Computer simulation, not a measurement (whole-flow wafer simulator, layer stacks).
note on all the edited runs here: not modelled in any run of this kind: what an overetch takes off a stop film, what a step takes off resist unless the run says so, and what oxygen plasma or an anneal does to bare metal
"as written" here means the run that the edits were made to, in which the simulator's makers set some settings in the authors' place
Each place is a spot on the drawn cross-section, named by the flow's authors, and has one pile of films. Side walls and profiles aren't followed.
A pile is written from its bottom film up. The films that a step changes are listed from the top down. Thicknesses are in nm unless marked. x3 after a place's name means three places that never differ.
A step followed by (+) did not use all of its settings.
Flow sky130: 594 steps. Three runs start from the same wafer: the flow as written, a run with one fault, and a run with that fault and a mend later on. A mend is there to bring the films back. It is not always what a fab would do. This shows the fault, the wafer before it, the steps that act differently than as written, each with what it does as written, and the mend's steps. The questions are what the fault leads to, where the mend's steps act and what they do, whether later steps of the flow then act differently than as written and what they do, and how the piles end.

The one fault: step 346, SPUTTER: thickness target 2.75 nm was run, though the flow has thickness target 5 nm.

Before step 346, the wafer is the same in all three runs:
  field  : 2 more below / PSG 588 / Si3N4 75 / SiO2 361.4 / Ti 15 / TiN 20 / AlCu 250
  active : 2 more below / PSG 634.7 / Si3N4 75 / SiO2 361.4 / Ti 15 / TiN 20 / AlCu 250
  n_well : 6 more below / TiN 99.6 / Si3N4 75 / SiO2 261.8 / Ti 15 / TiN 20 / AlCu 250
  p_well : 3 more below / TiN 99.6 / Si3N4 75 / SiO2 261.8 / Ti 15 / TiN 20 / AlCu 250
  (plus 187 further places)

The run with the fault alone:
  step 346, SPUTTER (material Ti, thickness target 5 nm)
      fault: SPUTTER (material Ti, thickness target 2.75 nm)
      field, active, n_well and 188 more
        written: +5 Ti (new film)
        fault: +2.75 Ti (new film)
  Later steps of the flow acting differently than as written (23 other steps are not shown; they differ only slightly, by no more than 2% or 0.5 nm, whichever is larger):
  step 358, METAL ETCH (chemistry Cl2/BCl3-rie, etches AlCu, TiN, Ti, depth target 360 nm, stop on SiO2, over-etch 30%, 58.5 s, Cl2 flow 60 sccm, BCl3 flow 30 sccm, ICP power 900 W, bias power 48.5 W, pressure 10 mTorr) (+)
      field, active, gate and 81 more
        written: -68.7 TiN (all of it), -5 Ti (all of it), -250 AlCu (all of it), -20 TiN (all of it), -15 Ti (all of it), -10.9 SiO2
        fault: -68.7 TiN (all of it), -2.75 Ti (all of it), -250 AlCu (all of it), -20 TiN (all of it), -15 Ti (all of it), -11.2 SiO2
  The piles end different from the flow's at n_well, p_well, gate_hv and 104 more by more than 2% or 0.5 nm, whichever is larger.
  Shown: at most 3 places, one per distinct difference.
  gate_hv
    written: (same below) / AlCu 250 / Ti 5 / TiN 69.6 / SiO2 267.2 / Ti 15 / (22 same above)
    fault: (same below) / AlCu 250 / Ti 2.75 / TiN 69.6 / SiO2 269.5 / Ti 15 / (22 same above)
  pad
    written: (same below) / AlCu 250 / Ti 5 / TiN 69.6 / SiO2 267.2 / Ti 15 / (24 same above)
    fault: (same below) / AlCu 250 / Ti 2.75 / TiN 69.6 / SiO2 269.5 / Ti 15 / (24 same above)
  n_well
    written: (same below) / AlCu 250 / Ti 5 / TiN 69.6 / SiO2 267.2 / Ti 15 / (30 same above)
    fault: (same below) / AlCu 250 / Ti 2.75 / TiN 69.6 / SiO2 269.5 / Ti 15 / (30 same above)

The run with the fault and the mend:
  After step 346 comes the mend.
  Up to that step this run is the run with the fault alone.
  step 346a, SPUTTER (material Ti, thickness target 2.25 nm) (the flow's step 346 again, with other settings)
      field, active, n_well and 188 more
        +2.25 Ti
  Every later step of the flow that is run acts as written at every place that is followed.
  By the end, the piles equal the flow's at every place that both follow.
